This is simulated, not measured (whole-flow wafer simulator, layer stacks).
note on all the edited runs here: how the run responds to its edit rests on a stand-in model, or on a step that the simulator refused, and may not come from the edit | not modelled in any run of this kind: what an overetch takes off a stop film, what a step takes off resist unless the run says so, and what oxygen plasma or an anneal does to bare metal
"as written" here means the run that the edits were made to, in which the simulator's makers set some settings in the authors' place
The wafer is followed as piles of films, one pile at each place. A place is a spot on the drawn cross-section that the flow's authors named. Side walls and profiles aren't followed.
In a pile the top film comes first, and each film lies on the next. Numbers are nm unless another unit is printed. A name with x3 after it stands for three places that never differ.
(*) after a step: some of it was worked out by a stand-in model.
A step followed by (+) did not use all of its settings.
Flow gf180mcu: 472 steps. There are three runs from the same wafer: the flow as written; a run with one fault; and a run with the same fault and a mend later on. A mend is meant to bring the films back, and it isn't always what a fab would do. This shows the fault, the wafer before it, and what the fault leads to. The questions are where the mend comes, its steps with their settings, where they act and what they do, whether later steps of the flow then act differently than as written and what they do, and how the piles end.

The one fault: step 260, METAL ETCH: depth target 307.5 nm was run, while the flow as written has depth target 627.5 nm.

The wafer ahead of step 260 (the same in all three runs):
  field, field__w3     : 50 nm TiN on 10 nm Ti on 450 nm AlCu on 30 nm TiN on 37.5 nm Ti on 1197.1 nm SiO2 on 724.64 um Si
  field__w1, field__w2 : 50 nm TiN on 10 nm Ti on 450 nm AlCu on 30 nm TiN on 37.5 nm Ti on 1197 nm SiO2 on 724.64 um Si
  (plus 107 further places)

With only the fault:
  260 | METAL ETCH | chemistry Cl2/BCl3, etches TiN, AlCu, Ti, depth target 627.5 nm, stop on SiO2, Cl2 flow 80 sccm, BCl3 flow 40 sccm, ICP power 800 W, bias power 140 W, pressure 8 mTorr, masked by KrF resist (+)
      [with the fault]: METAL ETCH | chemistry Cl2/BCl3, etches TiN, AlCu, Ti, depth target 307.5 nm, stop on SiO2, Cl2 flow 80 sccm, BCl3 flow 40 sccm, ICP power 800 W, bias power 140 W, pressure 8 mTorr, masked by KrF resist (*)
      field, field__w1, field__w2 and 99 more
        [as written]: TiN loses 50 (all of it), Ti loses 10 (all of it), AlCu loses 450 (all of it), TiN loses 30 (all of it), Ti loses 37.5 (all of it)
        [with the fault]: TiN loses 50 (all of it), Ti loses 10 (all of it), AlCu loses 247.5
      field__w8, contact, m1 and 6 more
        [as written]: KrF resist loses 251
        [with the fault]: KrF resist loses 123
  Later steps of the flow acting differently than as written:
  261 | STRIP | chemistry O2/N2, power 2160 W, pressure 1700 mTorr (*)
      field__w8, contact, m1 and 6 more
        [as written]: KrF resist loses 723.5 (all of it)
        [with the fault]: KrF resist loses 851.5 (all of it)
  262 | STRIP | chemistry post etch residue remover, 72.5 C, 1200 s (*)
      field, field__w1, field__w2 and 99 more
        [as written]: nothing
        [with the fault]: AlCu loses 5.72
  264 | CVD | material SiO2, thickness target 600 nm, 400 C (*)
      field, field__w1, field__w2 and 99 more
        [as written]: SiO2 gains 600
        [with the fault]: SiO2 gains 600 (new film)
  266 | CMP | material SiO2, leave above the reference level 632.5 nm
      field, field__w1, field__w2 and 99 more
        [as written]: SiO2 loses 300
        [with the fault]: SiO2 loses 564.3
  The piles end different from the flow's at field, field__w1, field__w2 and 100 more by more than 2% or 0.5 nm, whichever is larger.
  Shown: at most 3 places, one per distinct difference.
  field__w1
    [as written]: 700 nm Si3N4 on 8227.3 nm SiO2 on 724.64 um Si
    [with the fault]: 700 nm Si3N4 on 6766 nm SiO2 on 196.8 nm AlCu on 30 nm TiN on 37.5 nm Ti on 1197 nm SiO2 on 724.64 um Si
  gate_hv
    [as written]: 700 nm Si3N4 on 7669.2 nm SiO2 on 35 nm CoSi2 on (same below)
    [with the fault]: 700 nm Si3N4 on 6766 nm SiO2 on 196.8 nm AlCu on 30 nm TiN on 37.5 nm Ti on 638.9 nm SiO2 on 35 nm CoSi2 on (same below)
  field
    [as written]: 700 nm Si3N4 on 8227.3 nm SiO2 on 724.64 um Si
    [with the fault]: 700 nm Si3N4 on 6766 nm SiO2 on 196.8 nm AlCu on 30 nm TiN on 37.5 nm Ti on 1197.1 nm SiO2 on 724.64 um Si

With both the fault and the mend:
  The mend follows step 262.
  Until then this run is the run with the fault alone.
  262a | DEHYDRATE | 200 C, 60 s (a further turn of the flow's step 253)
      leaves every film unchanged at each place that is followed
  262b | HMDS | 120 C, 60 s (a further turn of the flow's step 254)
      leaves every film unchanged at each place that is followed
  262c | COAT | KrF resist, thickness 1000 nm (*) (a further turn of the flow's step 255)
      iso_ptap_pw, iso_ntap_nw, iso_nw_fld and 33 more
        KrF resist gains 1000 (new film)
      field__w5, field__w6, field__w9 and 15 more
        KrF resist gains 1002 (new film)
      field__w10, field_sub, field_sub__w1 and 12 more
        KrF resist gains 1002.1 (new film)
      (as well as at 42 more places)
  262d | SOFTBAKE | KrF resist (a further turn of the flow's step 256)
      leaves every film unchanged at each place that is followed
  262e | EXPOSE | photomask Metal1 (a further turn of the flow's step 257)
      leaves every film unchanged at each place that is followed
  262f | PEB | KrF resist, 135 C, 90 s (a further turn of the flow's step 258)
      field__w1, field__w2, field__w3 and 57 more
        KrF resist loses 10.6
      iso_ptap_pw, iso_ntap_nw, iso_nw_fld and 33 more
        KrF resist loses 10.5
      sd_p, gate_p, nw_sep_fld
        KrF resist loses 10.7
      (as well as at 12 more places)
  262g | DEVELOP | thickness 1000 nm, 60 s (a further turn of the flow's step 259)
      iso_ptap_pw, iso_ntap_nw, iso_nw_fld and 33 more
        KrF resist loses 989.5 (all of it)
      field__w6, field_sub__w2, field_sub__w4 and 14 more
        KrF resist loses 991.4 (all of it)
      field__w5, field__w9, field__w10 and 9 more
        KrF resist loses 991.5 (all of it)
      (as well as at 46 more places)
  262h | METAL ETCH | chemistry Cl2/BCl3, etches TiN, AlCu, Ti, depth target 320 nm, stop on SiO2, Cl2 flow 80 sccm, BCl3 flow 40 sccm, ICP power 800 W, bias power 140 W, pressure 8 mTorr, masked by KrF resist (+) (a further turn of the flow's step 260, with different settings)
      field, field__w1, field__w2 and 99 more
        AlCu loses 196.8 (all of it), TiN loses 30 (all of it), Ti loses 37.5 (all of it)
      field__w8, contact, m1 and 6 more
        KrF resist loses 128
  262i | STRIP | chemistry O2/N2, power 2160 W, pressure 1700 mTorr (*) (a further turn of the flow's step 261)
      field__w8
        KrF resist loses 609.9 (all of it)
      contact
        KrF resist loses 608.2 (all of it)
      m1
        KrF resist loses 609.8 (all of it)
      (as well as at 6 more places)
  262j | STRIP | chemistry post etch residue remover, 72.5 C, 1200 s (*) (a further turn of the flow's step 262)
      field__w8, contact, m1 and 6 more
        TiN loses 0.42
  Every later step of the flow that is run acts as written, at every place that is followed, to within 2% or 0.5 nm, whichever is larger.
  When the end is reached, the piles differ only a little from the flow's at the places that both follow, at most by 2% or 0.5 nm, whichever is larger.
